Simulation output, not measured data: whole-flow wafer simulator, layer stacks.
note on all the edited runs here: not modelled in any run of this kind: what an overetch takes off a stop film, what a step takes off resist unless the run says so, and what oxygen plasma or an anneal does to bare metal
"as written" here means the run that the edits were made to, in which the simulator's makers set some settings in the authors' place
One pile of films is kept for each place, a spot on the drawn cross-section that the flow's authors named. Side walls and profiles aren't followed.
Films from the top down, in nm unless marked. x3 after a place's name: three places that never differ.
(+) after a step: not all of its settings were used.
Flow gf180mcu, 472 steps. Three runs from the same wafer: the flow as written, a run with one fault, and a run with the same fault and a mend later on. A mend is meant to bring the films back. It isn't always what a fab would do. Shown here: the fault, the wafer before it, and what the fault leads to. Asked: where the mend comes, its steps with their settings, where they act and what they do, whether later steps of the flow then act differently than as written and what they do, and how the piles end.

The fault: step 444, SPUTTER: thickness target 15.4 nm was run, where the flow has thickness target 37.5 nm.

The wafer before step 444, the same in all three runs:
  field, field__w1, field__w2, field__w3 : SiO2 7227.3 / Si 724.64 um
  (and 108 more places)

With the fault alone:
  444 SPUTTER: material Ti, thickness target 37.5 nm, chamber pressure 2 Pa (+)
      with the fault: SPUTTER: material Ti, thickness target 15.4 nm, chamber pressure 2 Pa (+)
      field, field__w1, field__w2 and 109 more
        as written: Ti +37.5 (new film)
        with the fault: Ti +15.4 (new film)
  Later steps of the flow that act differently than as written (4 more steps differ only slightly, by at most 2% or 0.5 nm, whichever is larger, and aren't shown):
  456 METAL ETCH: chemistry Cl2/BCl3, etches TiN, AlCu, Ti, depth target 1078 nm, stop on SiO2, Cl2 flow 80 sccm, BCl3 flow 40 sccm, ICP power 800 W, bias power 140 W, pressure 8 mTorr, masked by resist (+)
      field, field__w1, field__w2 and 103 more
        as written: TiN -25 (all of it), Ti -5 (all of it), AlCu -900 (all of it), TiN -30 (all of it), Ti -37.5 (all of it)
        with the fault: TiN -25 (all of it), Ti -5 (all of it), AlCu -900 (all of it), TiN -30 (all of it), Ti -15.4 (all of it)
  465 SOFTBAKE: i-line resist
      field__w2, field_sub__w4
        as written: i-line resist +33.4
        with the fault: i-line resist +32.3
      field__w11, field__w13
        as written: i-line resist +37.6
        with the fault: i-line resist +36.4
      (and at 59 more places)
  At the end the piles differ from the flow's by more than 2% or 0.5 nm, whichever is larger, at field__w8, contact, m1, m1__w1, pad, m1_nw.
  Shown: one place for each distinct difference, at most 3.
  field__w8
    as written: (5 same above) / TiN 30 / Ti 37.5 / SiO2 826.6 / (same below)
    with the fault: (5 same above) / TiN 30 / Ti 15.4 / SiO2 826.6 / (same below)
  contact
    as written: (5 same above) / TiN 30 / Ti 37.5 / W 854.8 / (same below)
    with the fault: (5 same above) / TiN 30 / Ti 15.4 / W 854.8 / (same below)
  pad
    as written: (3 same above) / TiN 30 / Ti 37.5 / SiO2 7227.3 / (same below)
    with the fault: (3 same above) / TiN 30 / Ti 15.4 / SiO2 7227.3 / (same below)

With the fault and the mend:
  The mend comes after step 444.
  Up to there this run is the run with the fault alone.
  444a SPUTTER: material Ti, thickness target 22.1 nm, chamber pressure 2 Pa (+) (the flow's step 444 once more, with other settings)
      field, field__w1, field__w2 and 109 more
        Ti +22.1
  No later step of the flow acts differently than as written at any place that is followed.
  At the end the piles are the same as the flow's at every place that both follow.
